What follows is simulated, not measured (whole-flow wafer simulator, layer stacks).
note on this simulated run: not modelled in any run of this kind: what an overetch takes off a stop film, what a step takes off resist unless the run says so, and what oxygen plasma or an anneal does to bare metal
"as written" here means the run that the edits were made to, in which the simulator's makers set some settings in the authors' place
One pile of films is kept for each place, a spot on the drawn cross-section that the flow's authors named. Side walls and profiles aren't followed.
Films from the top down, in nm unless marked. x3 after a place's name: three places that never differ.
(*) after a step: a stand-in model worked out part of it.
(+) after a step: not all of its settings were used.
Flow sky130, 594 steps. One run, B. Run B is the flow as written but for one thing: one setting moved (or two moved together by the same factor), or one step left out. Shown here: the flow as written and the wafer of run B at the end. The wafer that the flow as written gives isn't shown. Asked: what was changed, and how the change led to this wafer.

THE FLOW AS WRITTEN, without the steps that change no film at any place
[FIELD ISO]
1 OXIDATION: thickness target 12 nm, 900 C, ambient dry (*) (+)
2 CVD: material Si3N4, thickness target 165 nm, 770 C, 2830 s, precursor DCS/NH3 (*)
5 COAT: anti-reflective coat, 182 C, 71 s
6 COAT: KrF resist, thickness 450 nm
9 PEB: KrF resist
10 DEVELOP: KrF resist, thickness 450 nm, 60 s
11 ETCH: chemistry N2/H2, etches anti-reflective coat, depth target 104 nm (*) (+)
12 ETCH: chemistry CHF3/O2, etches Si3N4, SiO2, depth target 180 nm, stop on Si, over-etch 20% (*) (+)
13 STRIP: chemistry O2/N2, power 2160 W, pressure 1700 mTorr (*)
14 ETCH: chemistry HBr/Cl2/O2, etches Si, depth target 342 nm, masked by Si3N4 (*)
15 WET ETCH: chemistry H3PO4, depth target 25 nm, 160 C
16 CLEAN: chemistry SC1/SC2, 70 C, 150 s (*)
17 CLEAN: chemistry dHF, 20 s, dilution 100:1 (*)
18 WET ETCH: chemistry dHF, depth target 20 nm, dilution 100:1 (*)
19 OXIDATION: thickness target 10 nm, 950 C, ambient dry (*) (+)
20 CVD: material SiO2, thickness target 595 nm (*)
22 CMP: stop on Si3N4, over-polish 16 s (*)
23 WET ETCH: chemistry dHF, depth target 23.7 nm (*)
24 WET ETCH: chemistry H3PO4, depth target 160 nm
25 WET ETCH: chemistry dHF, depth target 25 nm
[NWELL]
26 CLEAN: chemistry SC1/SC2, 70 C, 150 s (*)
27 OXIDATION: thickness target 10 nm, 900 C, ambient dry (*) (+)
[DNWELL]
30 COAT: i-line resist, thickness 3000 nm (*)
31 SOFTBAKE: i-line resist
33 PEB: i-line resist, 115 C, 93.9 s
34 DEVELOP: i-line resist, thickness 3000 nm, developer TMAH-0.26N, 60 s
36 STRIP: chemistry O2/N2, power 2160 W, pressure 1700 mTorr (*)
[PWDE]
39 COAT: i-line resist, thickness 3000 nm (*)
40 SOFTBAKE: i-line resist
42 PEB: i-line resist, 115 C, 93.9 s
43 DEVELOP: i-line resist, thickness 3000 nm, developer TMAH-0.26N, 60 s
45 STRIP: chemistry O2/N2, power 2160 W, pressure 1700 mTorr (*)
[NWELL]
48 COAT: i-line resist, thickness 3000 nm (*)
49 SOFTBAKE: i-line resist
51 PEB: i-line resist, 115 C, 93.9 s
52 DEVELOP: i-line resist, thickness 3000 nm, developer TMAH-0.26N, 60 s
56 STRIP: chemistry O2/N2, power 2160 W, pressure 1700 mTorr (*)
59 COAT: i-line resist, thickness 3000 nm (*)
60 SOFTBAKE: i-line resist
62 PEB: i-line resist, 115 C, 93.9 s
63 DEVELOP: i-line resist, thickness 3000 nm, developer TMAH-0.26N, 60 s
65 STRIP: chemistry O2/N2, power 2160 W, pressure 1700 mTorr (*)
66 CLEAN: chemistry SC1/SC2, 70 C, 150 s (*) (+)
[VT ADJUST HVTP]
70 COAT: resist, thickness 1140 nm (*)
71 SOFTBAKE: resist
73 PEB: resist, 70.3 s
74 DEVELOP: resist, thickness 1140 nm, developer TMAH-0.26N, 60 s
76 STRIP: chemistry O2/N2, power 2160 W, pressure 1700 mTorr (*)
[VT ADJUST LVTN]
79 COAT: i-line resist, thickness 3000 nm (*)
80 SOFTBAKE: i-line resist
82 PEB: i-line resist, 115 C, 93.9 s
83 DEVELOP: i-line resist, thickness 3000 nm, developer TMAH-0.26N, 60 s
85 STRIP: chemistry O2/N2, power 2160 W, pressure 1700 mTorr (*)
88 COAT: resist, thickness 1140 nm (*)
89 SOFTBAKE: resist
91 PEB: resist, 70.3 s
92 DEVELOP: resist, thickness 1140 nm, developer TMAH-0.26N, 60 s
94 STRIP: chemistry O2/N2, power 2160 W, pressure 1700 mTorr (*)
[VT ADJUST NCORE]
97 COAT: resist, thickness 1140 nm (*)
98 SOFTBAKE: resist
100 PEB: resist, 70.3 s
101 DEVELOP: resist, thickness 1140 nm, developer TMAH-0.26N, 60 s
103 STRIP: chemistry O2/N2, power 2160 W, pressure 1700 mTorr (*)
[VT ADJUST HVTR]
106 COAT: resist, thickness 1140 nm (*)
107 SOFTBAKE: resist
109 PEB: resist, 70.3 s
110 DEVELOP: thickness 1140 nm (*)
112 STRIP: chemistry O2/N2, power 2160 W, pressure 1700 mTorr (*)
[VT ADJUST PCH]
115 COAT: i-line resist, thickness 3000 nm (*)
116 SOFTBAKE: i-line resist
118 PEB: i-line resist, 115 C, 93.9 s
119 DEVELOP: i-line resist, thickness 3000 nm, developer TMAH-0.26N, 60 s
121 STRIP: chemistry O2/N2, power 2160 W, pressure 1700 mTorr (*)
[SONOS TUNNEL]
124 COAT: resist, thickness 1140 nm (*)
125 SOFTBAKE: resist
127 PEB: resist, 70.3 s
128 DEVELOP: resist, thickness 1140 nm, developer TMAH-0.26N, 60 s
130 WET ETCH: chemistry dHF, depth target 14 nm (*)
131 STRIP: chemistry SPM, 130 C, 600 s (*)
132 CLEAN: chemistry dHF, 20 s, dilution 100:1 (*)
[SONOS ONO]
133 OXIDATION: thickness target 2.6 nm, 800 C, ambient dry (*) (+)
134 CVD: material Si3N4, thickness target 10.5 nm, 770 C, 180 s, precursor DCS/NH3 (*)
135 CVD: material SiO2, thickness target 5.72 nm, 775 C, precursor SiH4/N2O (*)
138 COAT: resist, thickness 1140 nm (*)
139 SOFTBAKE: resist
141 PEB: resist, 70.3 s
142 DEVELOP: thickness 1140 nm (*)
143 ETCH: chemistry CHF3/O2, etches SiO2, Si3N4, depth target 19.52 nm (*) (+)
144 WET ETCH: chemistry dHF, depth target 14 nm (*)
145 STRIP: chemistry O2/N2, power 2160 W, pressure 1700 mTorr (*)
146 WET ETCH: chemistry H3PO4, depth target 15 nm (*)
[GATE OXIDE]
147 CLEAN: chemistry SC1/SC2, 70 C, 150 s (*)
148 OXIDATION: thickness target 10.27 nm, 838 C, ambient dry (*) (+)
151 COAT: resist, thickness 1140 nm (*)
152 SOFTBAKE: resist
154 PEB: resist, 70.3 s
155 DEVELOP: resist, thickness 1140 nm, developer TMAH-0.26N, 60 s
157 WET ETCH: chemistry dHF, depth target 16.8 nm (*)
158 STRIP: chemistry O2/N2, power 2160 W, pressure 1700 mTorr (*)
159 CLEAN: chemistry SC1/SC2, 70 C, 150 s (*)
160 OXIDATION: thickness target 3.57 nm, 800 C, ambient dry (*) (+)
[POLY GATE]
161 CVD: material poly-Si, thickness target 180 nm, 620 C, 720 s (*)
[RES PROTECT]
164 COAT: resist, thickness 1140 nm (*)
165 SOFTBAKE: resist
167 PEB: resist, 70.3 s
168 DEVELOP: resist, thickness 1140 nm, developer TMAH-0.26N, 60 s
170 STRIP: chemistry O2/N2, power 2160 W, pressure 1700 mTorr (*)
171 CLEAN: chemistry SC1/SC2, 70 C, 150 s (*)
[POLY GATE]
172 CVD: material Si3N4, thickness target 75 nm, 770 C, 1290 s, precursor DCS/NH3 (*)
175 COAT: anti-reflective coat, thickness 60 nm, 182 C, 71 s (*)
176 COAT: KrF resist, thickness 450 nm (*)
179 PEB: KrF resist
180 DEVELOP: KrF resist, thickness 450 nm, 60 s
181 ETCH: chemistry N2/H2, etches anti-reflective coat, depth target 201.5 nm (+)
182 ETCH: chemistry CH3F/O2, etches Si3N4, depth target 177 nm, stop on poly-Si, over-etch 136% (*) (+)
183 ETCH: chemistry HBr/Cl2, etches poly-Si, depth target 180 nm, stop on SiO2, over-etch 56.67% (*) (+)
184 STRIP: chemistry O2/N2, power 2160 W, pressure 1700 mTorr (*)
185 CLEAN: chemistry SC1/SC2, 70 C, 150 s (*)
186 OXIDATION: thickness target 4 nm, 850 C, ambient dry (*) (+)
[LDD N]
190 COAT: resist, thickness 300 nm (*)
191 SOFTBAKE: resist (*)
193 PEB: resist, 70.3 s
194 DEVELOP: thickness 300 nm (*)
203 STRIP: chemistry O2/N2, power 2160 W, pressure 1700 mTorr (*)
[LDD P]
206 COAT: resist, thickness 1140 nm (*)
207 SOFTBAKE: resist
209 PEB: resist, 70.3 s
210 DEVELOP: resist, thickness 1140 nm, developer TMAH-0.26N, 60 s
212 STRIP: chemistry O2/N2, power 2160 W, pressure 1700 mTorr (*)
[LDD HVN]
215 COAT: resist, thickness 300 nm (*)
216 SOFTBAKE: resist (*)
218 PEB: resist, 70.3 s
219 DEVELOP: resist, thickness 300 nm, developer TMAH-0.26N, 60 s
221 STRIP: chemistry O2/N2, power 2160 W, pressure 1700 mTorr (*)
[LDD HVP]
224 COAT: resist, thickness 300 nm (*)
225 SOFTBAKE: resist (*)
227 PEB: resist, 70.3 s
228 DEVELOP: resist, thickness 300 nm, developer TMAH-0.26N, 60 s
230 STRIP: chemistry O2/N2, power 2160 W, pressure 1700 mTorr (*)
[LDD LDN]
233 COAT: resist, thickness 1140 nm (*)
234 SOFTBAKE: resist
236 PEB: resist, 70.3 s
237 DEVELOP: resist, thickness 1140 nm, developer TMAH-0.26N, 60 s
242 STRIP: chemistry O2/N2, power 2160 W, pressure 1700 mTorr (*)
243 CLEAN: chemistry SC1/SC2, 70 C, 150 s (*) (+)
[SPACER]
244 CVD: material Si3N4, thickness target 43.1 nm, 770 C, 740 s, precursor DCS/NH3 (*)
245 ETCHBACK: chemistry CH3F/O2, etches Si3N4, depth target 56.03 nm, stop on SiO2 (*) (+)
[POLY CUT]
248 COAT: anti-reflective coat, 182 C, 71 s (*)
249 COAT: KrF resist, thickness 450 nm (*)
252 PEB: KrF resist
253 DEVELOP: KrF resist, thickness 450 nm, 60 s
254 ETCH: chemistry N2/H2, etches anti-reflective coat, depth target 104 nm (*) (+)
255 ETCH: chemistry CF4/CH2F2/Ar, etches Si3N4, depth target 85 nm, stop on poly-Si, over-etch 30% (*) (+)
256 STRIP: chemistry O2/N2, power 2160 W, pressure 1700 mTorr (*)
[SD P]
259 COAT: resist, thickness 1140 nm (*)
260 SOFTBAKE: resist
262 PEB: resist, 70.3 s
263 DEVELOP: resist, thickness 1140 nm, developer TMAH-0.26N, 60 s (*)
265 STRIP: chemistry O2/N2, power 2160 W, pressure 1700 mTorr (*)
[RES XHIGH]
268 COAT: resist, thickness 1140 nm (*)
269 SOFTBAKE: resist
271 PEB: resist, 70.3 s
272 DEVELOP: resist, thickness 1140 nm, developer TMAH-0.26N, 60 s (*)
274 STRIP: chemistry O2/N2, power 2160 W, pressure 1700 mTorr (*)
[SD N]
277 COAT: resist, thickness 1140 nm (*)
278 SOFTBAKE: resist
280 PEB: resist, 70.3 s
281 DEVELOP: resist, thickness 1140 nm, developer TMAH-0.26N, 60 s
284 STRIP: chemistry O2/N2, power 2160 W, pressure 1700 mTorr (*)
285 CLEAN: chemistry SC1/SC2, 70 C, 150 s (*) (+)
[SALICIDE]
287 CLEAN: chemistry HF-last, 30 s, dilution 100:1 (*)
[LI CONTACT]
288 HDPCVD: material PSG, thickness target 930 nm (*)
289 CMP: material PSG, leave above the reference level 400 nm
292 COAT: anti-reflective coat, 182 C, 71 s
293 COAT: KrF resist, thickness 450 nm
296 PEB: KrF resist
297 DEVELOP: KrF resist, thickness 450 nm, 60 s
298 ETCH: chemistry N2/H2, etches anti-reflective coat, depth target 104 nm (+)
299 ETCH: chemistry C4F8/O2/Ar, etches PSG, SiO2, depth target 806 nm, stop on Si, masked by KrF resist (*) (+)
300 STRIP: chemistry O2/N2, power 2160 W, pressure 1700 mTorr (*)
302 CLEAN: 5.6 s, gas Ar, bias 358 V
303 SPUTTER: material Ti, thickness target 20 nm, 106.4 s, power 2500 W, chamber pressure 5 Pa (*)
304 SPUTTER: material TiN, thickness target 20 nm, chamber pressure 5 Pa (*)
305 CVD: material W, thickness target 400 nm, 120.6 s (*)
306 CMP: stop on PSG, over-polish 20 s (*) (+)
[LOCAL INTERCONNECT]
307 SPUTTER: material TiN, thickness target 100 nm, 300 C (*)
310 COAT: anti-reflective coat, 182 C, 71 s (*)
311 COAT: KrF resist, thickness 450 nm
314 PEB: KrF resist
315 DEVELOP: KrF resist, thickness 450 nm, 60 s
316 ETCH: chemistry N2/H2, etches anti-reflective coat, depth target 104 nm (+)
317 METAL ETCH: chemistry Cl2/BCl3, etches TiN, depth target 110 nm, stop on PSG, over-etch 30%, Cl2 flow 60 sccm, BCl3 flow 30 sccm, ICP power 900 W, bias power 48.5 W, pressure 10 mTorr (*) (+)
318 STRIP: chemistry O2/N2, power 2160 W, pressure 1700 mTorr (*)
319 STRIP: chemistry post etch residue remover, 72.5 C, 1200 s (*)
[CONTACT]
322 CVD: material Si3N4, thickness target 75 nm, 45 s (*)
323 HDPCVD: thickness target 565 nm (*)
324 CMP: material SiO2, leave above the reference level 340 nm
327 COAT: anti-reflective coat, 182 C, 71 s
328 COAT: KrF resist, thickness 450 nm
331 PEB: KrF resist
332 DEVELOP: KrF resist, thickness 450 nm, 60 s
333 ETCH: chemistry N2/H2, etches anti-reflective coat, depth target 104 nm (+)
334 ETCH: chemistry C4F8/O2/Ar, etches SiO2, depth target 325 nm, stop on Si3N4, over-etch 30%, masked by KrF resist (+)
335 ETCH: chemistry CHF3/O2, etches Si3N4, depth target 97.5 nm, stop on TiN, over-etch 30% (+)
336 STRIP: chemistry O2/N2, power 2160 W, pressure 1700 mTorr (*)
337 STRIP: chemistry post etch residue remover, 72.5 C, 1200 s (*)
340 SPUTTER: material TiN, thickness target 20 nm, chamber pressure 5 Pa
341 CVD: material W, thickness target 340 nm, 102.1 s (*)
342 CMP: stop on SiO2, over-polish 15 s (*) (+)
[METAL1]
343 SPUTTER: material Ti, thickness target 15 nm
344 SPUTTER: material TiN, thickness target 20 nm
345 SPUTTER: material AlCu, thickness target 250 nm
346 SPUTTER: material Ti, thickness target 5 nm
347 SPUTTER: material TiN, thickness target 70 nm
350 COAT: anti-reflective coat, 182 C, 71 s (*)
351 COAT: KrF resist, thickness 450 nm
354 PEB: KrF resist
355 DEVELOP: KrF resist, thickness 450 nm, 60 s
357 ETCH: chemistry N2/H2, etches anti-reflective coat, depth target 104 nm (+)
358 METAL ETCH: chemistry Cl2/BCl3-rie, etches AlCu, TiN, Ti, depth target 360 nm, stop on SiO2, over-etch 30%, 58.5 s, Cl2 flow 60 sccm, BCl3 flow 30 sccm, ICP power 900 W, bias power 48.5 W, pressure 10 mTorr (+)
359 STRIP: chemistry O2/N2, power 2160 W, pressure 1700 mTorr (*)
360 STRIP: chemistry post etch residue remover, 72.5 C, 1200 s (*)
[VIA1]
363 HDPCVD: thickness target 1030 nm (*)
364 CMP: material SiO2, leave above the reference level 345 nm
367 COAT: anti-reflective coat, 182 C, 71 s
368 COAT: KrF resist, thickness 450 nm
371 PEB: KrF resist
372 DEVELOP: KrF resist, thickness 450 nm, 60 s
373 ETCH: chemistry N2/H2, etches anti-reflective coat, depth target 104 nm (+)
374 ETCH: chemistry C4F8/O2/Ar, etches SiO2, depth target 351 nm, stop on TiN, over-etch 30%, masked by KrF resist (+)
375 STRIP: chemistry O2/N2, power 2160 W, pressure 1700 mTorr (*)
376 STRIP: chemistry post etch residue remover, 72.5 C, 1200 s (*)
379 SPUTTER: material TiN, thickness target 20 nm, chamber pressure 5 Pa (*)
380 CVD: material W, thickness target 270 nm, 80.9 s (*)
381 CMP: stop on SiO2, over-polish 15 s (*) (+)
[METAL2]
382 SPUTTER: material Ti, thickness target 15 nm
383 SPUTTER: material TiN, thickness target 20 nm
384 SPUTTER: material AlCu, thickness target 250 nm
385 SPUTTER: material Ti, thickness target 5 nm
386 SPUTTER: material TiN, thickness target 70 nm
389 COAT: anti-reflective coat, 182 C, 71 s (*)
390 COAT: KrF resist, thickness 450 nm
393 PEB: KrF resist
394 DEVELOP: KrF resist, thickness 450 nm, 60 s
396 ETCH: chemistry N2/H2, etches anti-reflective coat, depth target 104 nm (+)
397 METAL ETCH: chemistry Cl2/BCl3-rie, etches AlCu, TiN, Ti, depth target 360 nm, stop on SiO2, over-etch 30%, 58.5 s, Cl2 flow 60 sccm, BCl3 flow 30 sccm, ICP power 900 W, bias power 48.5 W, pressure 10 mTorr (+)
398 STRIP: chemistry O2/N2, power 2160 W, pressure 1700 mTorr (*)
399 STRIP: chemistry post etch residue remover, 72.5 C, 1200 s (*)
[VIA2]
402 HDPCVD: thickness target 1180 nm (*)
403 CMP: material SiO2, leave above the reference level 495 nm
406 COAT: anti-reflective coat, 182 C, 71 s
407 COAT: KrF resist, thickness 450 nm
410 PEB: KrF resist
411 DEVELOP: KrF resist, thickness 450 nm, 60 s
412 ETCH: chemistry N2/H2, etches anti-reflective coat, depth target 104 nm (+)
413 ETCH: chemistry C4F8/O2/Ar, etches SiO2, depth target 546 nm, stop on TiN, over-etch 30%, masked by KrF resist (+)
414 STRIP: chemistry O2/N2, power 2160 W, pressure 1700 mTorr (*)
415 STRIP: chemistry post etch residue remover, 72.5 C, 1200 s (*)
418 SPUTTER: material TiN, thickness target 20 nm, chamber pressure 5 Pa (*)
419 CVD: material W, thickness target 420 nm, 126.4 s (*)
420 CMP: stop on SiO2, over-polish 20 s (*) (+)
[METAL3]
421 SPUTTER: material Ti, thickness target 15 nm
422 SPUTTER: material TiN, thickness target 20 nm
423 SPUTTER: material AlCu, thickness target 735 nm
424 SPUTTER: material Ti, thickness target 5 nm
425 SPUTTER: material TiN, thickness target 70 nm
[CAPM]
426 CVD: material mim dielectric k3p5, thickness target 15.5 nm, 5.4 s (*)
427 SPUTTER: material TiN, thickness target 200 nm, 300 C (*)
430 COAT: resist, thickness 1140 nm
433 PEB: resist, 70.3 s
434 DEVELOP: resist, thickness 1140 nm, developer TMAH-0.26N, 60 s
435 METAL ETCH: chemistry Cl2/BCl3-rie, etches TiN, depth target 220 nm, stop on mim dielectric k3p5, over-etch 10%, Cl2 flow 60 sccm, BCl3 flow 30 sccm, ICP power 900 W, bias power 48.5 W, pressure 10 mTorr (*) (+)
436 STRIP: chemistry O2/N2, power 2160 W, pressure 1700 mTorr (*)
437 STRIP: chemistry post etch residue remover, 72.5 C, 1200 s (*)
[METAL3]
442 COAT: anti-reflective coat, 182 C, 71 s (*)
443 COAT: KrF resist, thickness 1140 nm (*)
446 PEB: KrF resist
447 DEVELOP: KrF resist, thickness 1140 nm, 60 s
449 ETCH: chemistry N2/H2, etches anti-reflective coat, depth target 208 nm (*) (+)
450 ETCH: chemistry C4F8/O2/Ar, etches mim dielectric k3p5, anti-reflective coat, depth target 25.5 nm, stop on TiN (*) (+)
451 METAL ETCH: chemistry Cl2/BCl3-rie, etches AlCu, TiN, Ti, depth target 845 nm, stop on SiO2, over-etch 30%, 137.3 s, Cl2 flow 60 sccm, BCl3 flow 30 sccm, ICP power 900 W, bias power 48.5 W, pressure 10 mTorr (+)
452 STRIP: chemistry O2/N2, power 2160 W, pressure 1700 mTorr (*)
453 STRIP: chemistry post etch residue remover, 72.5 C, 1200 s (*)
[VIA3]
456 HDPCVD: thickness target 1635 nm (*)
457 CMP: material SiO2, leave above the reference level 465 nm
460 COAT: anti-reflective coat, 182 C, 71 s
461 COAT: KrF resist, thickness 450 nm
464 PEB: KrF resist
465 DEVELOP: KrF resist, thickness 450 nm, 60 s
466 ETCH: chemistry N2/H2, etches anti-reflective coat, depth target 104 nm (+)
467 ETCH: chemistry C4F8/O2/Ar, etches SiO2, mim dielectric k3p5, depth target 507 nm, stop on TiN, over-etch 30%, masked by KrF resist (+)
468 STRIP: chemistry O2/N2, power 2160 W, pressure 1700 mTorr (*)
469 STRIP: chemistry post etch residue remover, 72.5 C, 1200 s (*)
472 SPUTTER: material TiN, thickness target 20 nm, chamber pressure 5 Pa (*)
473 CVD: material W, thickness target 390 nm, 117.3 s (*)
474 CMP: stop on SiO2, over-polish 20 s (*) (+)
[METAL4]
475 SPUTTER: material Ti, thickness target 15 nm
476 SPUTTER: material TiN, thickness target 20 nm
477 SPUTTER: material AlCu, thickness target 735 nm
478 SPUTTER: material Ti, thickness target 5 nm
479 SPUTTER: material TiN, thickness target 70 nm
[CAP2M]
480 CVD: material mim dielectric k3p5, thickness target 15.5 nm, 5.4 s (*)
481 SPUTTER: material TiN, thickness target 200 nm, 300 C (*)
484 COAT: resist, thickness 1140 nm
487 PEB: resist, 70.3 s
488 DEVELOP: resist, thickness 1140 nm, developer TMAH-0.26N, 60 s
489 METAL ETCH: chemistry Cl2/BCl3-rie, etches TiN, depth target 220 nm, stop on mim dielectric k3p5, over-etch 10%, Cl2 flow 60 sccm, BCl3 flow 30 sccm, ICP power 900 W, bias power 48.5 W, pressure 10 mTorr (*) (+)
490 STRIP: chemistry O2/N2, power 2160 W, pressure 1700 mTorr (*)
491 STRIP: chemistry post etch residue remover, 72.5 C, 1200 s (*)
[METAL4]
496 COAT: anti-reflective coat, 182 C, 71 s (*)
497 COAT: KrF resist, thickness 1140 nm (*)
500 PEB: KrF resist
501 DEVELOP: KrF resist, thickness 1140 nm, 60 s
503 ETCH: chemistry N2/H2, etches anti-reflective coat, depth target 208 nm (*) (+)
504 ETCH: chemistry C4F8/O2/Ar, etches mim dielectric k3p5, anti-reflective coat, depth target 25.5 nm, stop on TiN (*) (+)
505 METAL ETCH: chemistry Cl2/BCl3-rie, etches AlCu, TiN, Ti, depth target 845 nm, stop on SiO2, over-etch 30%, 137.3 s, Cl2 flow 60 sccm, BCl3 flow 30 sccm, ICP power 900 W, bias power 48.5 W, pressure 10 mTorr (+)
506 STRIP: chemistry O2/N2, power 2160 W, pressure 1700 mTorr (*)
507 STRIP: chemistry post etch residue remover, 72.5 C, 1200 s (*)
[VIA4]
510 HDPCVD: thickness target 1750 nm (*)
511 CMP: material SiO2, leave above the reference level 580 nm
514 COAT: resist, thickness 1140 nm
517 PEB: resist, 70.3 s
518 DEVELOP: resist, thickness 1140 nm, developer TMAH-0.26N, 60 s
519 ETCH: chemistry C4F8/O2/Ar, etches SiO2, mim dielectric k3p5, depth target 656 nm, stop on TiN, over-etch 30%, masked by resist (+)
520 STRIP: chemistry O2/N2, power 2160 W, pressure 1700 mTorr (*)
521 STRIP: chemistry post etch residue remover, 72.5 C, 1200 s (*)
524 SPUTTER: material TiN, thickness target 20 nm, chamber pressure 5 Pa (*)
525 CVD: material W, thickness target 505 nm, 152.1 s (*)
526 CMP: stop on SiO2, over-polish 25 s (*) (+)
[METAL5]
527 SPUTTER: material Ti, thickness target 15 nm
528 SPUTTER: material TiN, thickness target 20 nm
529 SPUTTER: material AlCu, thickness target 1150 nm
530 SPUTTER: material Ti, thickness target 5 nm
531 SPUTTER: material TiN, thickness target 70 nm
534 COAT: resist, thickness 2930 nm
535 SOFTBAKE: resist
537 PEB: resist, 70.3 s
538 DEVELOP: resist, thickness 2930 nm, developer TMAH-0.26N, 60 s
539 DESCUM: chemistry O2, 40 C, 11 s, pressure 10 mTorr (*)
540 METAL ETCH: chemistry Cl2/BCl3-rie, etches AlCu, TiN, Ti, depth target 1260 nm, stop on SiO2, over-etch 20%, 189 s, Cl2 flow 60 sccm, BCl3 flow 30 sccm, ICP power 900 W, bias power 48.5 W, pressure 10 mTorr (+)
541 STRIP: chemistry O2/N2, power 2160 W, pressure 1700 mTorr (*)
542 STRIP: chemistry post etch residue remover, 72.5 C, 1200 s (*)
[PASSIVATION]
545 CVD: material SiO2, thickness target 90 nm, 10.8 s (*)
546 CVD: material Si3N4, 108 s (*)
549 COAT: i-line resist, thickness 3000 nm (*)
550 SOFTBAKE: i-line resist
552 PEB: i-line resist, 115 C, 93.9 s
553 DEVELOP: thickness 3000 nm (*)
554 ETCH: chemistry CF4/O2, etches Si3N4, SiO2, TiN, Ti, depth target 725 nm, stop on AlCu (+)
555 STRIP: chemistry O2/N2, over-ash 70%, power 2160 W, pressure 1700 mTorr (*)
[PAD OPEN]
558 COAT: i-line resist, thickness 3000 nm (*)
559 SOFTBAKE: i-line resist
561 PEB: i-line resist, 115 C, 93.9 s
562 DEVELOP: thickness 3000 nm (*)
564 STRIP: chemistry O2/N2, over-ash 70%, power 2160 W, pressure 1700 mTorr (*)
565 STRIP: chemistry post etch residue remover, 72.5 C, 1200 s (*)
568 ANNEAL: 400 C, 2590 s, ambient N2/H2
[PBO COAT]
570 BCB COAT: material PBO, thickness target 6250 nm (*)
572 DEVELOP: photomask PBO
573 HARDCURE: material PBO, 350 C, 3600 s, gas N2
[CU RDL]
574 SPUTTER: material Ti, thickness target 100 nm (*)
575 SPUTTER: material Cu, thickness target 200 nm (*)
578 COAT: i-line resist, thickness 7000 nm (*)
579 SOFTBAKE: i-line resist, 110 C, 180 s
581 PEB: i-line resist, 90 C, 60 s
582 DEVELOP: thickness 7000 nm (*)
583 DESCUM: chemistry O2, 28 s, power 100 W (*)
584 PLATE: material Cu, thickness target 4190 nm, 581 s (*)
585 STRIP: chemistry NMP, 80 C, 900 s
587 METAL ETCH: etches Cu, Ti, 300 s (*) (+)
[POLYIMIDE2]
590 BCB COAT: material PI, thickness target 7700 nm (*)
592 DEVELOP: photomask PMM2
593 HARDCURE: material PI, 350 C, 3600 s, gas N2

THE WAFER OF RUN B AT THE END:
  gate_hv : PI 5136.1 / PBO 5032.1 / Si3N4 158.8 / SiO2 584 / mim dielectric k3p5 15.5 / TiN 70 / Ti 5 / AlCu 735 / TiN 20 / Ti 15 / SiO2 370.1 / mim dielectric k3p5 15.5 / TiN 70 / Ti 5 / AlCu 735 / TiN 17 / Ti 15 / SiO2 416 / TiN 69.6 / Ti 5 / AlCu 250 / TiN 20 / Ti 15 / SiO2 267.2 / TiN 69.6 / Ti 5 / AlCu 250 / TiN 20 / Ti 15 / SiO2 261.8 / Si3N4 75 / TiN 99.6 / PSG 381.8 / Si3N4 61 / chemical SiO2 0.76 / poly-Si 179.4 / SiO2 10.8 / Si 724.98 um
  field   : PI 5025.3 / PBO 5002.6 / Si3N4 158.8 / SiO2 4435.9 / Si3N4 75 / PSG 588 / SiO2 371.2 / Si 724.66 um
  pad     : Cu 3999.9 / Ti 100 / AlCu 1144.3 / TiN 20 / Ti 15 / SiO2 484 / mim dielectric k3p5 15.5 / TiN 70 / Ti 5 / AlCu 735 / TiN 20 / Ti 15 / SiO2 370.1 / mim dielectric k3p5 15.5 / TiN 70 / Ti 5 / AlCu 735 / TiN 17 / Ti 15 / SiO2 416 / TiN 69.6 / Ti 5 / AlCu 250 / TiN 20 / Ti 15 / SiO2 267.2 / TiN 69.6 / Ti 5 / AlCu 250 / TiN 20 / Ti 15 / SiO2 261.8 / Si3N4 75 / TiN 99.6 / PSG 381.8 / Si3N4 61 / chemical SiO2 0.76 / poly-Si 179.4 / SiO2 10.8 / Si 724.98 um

The cause: step 422, SPUTTER: thickness target 17 nm was run, where the flow has thickness target 20 nm.
It can be read off the wafer: gate_hv has TiN 17, and step 422 as written asks for 20 nm.

How the change led to this, step by step:
  422 SPUTTER: material TiN, thickness target 20 nm
      field, active, n_well and 188 more: TiN +17 (new film) (as written it would be: TiN +20 (new film))
  451 METAL ETCH: chemistry Cl2/BCl3-rie, etches AlCu, TiN, Ti, depth target 845 nm, stop on SiO2, over-etch 30%, 137.3 s, Cl2 flow 60 sccm, BCl3 flow 30 sccm, ICP power 900 W, bias power 48.5 W, pressure 10 mTorr (+)
      field, gate, spacer and 61 more: TiN -70 (all of it), Ti -5 (all of it), AlCu -735 (all of it), TiN -17 (all of it), Ti -15 (all of it), SiO2 -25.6 (as written it would be: TiN -70 (all of it), Ti -5 (all of it), AlCu -735 (all of it), TiN -20 (all of it), Ti -15 (all of it), SiO2 -25.4)
      vpp_ln, vpp_iso2, ndiff_ln, ndiff_cd, via1_hole, via1_enc, via_li1, m2_ln_cd: TiN -70 (all of it), Ti -5 (all of it), AlCu -735 (all of it), TiN -17 (all of it), Ti -15 (all of it), SiO2 -25.6 (as written it would be: TiN -70 (all of it), Ti -5 (all of it), AlCu -735 (all of it), TiN -20 (all of it), Ti -15 (all of it), SiO2 -25.3)
      (and at 13 more places)
